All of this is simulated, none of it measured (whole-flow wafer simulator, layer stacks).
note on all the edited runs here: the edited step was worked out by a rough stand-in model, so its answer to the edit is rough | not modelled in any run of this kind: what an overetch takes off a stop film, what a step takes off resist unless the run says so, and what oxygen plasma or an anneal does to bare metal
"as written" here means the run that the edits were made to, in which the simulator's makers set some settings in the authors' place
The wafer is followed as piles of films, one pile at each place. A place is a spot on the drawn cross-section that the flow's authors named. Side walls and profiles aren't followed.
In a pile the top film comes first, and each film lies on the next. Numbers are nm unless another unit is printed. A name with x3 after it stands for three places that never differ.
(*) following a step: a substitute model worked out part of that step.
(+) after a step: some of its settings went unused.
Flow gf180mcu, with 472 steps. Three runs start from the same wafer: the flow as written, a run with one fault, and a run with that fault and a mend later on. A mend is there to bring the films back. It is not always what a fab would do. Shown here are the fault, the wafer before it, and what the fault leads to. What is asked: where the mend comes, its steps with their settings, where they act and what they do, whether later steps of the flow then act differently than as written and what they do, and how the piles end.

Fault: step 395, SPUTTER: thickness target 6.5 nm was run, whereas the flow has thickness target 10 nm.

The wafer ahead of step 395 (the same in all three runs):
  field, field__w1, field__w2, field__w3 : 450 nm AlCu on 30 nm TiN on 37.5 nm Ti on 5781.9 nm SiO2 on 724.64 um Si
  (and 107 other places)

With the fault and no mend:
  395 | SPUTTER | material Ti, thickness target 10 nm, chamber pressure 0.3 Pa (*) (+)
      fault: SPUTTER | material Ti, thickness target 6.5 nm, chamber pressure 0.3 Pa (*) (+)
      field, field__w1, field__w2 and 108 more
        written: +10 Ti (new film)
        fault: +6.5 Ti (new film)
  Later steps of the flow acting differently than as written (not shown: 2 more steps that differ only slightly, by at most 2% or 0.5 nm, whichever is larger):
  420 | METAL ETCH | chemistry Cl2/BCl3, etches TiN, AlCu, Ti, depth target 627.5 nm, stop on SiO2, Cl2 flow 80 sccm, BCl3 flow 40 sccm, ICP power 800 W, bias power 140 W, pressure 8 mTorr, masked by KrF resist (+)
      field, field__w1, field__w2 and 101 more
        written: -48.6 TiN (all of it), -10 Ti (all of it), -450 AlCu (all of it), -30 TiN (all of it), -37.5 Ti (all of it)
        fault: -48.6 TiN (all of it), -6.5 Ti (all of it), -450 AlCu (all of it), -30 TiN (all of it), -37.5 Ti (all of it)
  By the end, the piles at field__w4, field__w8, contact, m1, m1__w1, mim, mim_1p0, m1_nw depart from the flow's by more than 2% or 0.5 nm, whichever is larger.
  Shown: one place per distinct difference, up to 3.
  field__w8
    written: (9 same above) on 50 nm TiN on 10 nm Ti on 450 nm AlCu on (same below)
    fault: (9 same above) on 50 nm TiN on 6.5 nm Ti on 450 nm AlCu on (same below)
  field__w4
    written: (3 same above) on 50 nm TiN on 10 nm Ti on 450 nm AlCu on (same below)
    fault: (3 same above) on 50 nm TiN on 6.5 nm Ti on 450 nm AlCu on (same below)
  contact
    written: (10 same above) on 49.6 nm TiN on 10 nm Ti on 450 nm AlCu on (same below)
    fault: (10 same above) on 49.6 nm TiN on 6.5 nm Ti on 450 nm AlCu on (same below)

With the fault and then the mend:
  The mend follows step 395.
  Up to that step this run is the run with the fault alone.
  395a | SPUTTER | material Ti, thickness target 3.5 nm, chamber pressure 0.3 Pa (*) (+) (the flow's step 395 again, with other settings)
      field, field__w1, field__w2 and 108 more
        +3.5 Ti
  None of the later steps of the flow acts differently than as written at any place that is followed.
  By the end, the piles equal the flow's at every place that both follow.
